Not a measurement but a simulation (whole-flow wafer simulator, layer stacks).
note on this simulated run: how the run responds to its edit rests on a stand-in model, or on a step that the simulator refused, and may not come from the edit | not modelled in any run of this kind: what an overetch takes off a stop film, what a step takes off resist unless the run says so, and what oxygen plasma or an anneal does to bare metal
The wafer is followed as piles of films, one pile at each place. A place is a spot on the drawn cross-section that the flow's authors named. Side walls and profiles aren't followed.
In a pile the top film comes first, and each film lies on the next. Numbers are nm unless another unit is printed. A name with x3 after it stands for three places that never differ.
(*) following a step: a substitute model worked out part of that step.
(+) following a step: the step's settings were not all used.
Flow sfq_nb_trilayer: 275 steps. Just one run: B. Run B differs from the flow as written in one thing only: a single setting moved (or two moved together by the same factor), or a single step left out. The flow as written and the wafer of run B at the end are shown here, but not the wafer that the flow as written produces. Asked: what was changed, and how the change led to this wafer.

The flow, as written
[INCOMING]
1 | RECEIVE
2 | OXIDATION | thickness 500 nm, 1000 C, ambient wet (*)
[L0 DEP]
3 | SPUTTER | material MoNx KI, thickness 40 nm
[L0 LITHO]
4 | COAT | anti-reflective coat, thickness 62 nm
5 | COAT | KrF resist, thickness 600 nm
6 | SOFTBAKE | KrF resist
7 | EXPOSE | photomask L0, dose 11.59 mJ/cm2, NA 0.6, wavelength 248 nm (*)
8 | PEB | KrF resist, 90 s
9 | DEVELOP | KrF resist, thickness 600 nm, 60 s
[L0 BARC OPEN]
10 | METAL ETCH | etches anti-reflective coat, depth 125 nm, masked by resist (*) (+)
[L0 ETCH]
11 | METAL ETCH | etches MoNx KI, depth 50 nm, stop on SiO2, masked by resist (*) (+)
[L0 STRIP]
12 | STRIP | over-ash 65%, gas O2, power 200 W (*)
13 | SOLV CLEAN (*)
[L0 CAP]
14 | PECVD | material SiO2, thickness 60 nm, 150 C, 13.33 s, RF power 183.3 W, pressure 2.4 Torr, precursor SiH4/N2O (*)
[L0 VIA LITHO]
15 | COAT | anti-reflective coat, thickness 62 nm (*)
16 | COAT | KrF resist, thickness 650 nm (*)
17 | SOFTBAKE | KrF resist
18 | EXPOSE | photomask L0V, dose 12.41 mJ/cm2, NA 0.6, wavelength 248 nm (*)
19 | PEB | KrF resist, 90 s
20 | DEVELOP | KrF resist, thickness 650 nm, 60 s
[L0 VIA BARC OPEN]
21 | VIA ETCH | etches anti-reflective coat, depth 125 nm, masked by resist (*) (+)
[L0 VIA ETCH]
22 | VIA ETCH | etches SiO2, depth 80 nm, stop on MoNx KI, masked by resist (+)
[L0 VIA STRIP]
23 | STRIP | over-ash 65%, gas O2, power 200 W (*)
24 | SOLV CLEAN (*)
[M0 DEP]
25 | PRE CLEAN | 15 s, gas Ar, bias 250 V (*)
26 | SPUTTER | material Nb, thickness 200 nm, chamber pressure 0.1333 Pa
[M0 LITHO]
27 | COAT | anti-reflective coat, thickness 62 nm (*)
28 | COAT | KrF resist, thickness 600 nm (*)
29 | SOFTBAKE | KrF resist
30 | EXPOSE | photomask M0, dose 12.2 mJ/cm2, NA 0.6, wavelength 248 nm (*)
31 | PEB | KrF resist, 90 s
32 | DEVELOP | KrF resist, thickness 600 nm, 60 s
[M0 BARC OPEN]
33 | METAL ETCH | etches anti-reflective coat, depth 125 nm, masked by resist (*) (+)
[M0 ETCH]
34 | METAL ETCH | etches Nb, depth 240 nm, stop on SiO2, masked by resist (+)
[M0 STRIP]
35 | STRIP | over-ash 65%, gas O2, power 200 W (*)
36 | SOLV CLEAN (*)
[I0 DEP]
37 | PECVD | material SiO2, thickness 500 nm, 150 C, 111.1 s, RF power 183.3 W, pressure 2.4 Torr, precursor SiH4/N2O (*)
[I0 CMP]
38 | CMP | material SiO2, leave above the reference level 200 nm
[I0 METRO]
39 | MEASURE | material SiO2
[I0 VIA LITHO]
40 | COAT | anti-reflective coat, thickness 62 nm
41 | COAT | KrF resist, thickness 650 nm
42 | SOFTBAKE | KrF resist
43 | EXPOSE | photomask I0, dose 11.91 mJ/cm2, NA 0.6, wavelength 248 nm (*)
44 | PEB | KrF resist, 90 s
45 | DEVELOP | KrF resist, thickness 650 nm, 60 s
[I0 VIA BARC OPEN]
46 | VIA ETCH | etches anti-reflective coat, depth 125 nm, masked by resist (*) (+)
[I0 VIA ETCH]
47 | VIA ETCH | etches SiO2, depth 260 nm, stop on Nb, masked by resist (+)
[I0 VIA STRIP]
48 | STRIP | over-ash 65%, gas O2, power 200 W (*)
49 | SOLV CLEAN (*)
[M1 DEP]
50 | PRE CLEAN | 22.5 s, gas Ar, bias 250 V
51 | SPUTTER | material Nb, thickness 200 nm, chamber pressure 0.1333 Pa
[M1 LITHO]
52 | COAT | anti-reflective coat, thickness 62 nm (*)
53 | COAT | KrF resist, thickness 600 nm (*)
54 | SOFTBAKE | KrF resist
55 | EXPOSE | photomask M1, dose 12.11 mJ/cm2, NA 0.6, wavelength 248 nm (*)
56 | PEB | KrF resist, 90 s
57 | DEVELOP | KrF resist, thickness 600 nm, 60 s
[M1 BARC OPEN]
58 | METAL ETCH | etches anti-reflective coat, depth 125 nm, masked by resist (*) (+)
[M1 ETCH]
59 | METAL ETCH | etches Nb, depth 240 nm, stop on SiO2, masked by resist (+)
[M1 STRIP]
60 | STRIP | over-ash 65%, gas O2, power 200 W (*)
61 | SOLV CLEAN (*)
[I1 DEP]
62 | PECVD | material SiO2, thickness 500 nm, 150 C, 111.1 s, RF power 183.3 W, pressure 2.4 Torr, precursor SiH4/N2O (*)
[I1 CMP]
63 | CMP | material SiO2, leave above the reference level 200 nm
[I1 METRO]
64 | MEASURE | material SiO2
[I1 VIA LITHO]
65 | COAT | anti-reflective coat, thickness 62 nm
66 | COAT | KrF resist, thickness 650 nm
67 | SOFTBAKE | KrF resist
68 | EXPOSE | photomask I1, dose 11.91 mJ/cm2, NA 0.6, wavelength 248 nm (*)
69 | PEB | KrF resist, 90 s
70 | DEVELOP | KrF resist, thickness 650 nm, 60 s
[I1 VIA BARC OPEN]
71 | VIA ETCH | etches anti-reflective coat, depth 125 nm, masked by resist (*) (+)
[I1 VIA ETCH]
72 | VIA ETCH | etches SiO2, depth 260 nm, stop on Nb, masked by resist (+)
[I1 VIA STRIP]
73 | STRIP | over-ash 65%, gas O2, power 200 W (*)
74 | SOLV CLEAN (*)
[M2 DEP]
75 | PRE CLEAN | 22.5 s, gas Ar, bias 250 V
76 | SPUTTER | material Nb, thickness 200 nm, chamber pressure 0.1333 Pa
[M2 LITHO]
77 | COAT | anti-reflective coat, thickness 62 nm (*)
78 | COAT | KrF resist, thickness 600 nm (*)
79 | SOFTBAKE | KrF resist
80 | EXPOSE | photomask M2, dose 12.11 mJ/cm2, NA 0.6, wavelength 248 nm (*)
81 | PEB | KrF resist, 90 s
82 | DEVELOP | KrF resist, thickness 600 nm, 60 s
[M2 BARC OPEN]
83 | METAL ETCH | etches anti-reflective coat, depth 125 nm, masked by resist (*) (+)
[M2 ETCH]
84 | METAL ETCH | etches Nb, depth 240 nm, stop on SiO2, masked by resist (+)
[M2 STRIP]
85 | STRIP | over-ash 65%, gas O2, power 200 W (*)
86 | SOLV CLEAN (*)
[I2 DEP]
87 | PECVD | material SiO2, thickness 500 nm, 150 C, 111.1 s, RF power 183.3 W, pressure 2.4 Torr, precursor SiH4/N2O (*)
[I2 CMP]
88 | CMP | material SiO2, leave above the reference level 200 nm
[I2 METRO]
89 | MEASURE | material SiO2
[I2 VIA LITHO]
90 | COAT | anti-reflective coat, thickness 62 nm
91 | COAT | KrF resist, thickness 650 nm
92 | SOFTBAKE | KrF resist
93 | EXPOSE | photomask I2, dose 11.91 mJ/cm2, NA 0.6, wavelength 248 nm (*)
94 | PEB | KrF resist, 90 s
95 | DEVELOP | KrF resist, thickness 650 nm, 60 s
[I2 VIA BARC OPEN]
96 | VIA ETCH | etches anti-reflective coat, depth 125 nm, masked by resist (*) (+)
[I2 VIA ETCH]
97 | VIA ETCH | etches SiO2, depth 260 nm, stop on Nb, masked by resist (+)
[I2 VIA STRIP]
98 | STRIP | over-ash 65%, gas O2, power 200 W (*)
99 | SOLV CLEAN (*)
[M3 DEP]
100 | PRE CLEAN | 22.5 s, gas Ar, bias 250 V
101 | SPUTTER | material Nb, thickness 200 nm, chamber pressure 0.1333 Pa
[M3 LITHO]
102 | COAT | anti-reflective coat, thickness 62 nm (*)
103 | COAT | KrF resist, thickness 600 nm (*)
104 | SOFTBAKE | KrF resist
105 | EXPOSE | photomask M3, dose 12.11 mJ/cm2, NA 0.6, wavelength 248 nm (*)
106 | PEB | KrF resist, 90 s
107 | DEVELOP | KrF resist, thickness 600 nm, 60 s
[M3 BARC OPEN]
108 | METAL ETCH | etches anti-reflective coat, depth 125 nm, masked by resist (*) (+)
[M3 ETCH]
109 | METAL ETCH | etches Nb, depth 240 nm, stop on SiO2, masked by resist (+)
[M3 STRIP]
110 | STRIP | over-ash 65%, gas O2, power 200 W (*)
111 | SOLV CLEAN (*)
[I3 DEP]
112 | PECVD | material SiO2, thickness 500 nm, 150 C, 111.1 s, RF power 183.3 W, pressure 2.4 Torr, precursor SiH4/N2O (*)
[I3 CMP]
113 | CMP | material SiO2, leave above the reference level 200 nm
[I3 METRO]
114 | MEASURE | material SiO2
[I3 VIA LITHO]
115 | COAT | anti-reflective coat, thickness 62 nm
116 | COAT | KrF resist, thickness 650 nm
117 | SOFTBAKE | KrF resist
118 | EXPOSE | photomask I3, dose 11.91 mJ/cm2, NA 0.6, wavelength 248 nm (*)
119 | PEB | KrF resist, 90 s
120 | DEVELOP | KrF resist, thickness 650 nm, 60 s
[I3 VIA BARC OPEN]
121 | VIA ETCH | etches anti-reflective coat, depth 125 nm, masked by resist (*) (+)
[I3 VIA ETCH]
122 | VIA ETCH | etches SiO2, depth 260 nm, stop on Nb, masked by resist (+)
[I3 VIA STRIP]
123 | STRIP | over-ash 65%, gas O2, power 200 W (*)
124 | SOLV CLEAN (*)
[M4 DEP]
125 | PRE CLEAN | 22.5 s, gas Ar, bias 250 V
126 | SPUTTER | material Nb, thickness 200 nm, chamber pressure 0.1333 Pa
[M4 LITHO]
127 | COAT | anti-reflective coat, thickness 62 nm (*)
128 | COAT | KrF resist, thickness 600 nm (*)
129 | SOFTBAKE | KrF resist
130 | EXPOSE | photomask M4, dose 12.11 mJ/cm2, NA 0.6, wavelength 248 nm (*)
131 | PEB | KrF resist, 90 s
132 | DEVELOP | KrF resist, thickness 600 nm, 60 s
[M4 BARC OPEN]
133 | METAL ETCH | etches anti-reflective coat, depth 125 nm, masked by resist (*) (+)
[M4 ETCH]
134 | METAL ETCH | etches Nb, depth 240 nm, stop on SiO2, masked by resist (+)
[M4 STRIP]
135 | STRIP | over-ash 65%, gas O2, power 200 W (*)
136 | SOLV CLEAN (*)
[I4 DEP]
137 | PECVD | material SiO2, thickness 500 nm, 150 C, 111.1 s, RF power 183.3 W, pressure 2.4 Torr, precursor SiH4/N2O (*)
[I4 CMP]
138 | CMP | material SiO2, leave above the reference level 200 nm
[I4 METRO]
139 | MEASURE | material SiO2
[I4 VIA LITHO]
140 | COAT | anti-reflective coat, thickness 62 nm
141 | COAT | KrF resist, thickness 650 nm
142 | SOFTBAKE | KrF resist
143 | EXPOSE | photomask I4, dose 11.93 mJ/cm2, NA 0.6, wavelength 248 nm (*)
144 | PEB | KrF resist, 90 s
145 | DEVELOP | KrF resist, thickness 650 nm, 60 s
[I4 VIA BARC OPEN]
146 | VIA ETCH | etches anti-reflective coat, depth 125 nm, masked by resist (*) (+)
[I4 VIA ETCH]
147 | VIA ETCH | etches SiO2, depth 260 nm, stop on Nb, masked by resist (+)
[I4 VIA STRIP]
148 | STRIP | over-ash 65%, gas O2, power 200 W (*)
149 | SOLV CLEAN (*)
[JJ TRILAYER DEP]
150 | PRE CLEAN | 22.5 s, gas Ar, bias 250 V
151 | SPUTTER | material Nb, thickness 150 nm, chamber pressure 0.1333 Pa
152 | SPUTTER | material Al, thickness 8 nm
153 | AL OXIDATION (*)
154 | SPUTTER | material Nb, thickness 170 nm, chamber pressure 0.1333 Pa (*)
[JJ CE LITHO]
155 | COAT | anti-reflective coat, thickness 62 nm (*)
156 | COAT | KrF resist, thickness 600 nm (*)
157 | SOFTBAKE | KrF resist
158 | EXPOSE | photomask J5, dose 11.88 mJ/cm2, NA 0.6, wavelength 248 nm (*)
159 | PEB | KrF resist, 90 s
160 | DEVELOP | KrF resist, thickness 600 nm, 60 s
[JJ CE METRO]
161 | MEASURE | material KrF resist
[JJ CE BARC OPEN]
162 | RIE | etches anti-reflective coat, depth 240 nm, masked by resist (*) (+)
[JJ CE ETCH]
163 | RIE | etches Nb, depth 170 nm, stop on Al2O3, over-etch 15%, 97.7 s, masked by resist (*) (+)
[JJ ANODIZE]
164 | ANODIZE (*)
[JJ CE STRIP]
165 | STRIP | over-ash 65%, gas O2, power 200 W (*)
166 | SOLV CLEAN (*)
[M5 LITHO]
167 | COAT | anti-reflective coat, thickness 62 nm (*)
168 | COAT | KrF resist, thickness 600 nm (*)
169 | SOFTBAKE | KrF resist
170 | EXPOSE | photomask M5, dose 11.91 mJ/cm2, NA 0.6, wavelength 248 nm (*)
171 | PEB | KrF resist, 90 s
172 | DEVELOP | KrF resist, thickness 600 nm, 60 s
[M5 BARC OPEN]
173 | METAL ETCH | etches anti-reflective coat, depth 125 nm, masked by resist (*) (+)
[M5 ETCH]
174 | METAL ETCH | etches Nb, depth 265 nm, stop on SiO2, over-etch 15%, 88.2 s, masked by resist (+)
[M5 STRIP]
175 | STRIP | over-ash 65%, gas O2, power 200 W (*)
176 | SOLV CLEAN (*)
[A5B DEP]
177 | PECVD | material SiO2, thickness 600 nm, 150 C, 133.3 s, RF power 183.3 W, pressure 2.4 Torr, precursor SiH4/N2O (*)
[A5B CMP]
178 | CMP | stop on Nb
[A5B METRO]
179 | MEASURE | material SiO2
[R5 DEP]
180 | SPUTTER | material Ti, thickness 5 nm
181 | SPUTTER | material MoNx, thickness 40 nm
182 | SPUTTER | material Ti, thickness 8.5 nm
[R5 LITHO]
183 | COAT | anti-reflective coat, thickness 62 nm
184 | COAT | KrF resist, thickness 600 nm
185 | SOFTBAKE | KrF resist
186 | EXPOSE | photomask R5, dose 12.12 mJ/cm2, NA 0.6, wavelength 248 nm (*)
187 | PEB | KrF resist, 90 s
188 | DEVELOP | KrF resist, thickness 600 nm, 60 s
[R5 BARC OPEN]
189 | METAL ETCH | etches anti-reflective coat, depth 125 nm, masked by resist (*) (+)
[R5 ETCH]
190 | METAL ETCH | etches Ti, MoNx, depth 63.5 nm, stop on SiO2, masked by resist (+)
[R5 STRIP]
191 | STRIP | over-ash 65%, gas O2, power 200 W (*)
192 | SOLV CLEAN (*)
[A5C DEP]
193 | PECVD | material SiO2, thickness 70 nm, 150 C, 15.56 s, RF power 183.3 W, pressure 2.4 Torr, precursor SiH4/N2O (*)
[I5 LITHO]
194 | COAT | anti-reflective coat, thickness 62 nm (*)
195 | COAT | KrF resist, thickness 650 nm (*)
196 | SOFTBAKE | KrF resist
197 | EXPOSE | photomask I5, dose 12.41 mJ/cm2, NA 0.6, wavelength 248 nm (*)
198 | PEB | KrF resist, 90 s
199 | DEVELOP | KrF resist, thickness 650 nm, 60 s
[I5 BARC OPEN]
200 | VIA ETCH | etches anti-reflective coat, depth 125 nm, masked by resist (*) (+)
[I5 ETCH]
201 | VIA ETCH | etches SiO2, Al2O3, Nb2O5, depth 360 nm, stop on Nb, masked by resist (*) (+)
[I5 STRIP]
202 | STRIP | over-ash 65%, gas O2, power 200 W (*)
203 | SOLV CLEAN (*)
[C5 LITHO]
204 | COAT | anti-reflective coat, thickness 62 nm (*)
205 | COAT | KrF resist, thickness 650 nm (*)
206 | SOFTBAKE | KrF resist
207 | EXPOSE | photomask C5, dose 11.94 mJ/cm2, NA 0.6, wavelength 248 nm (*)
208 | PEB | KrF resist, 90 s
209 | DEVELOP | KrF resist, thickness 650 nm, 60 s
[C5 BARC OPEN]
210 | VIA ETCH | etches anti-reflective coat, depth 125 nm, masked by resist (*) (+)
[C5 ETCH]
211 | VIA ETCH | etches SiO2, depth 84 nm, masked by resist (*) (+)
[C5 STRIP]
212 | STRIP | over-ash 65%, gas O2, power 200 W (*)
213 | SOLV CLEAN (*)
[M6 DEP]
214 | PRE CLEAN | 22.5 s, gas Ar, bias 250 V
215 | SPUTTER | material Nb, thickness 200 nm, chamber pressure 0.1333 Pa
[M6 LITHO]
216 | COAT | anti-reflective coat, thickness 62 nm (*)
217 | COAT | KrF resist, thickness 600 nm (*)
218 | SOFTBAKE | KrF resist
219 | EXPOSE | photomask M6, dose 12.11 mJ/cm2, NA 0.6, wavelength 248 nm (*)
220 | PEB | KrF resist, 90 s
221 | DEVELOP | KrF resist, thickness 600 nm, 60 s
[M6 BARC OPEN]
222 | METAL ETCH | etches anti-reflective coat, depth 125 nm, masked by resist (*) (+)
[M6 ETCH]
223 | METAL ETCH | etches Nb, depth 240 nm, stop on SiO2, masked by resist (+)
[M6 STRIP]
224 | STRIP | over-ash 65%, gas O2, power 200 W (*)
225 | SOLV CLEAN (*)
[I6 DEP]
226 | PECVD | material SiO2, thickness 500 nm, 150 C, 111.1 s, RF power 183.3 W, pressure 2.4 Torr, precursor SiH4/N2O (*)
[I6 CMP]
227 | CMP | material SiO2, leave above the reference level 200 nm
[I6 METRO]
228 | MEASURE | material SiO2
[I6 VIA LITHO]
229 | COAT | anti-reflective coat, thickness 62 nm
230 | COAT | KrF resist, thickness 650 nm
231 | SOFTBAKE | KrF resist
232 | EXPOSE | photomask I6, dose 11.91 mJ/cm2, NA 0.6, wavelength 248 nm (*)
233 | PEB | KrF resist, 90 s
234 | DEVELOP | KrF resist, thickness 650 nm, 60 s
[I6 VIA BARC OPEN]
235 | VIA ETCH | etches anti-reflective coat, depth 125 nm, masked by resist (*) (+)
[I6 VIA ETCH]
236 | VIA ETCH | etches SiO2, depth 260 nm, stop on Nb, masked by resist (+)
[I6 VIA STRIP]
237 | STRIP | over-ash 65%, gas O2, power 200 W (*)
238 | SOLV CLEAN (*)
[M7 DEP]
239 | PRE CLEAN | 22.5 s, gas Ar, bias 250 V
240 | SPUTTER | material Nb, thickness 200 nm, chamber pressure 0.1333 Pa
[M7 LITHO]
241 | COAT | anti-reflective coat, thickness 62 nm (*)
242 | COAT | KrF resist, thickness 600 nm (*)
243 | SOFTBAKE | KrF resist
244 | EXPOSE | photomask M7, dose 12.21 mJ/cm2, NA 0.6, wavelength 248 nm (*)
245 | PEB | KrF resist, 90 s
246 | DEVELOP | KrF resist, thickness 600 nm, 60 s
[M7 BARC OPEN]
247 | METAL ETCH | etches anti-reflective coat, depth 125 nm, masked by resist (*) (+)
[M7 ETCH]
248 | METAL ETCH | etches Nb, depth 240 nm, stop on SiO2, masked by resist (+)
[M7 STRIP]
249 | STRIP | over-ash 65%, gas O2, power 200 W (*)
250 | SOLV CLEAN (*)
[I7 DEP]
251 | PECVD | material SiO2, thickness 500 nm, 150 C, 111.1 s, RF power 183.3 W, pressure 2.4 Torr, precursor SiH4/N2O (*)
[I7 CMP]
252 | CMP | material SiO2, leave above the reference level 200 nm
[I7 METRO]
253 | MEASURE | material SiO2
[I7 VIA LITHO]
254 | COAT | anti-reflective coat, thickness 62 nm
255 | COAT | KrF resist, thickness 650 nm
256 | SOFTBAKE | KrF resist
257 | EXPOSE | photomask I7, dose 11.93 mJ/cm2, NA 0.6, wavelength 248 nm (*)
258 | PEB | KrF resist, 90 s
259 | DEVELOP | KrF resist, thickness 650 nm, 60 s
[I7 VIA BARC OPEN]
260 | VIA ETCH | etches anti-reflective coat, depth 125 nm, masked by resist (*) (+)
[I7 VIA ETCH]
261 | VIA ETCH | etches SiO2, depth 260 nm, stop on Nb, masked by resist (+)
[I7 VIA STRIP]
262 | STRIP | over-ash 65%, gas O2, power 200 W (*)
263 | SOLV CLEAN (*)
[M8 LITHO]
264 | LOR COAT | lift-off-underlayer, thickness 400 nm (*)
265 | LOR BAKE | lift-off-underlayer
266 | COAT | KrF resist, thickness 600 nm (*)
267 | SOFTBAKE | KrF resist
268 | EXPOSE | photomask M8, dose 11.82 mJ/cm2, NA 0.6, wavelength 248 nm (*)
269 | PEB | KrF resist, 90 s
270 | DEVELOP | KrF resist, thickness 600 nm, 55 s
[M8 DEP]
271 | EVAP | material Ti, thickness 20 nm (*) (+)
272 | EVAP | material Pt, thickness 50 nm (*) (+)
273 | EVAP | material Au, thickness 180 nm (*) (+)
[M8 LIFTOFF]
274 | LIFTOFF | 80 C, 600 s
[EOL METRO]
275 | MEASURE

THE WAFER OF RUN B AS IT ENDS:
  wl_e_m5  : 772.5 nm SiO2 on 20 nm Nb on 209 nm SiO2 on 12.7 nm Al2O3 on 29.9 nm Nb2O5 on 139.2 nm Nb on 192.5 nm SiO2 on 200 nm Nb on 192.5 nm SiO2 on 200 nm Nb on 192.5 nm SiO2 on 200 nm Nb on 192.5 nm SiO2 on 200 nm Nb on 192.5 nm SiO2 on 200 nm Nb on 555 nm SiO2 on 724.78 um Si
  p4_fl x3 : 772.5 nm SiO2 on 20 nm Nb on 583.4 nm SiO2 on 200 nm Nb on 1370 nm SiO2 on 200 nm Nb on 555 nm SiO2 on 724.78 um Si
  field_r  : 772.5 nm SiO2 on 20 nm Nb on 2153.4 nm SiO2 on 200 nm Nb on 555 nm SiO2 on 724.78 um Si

Cause: step 223, METAL ETCH: depth 180 nm was run, whereas the flow has depth 240 nm.

How this came from the change, step by step:
  223 | METAL ETCH | etches Nb, depth 240 nm, stop on SiO2, masked by resist (+)
      field_l, gap, moat and 76 more: Nb loses 180 (it would be, as written: Nb loses 200 (all of it))
      v_sur, via_wl, via_w and 24 more: KrF resist loses 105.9 (it would be, as written: KrF resist loses 141.2)
  224 | STRIP | over-ash 65%, gas O2, power 200 W (*)
      wl_j_sl, wl_j_sr: KrF resist loses 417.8 (all of it), anti-reflective coat loses 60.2 (all of it) (it would be, as written: KrF resist loses 382.5 (all of it), anti-reflective coat loses 60.2 (all of it))
      wl_c_m6, wl_f_m6: KrF resist loses 417.6 (all of it), anti-reflective coat loses 62 (all of it) (it would be, as written: KrF resist loses 382.3 (all of it), anti-reflective coat loses 62 (all of it))
      (as well as at 23 more places)
  226 | PECVD | material SiO2, thickness 500 nm, 150 C, 111.1 s, RF power 183.3 W, pressure 2.4 Torr, precursor SiH4/N2O (*)
      field_l, p4_fl x3, p4_w1 x9 and 52 more: SiO2 gains 500 (new film) (it would be, as written: SiO2 gains 500)
      moat, field_r, lsp_l, ln_m5, lsp_m: SiO2 gains 494.2 (new film) (it would be, as written: SiO2 gains 493.6)
      (as well as at 9 more places)
  227 | CMP | material SiO2, leave above the reference level 200 nm
      field_l, p4_fl x3, p4_w1 x9 and 49 more: SiO2 loses 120 (it would be, as written: SiO2 loses 100)
      moat, field_r, lsp_l, ln_m5, lsp_m: SiO2 loses 114.2 (it would be, as written: SiO2 loses 93.6)
      (as well as at 8 more places)
Taking metal films that touch as one body, wl_e_m5 has 7 bodies (between them, from the top down: SiO2 209 / Al2O3 12.7 / Nb2O5 29.9; SiO2 192.5; SiO2 192.5; SiO2 192.5; SiO2 192.5; SiO2 192.5); the flow as written gives 6 bodies (between them, from the top down: SiO2 192.5; SiO2 192.5; SiO2 192.5; SiO2 192.5; SiO2 192.5).
Taking metal films that touch as one body, p4_fl x3 has 3 bodies (between them, from the top down: SiO2 583.4; SiO2 1370); the flow as written gives 2 bodies (between them, from the top down: SiO2 1370).
Taking metal films that touch as one body, field_r has 2 bodies (between them, from the top down: SiO2 2153.4); the flow as written gives 1 body.
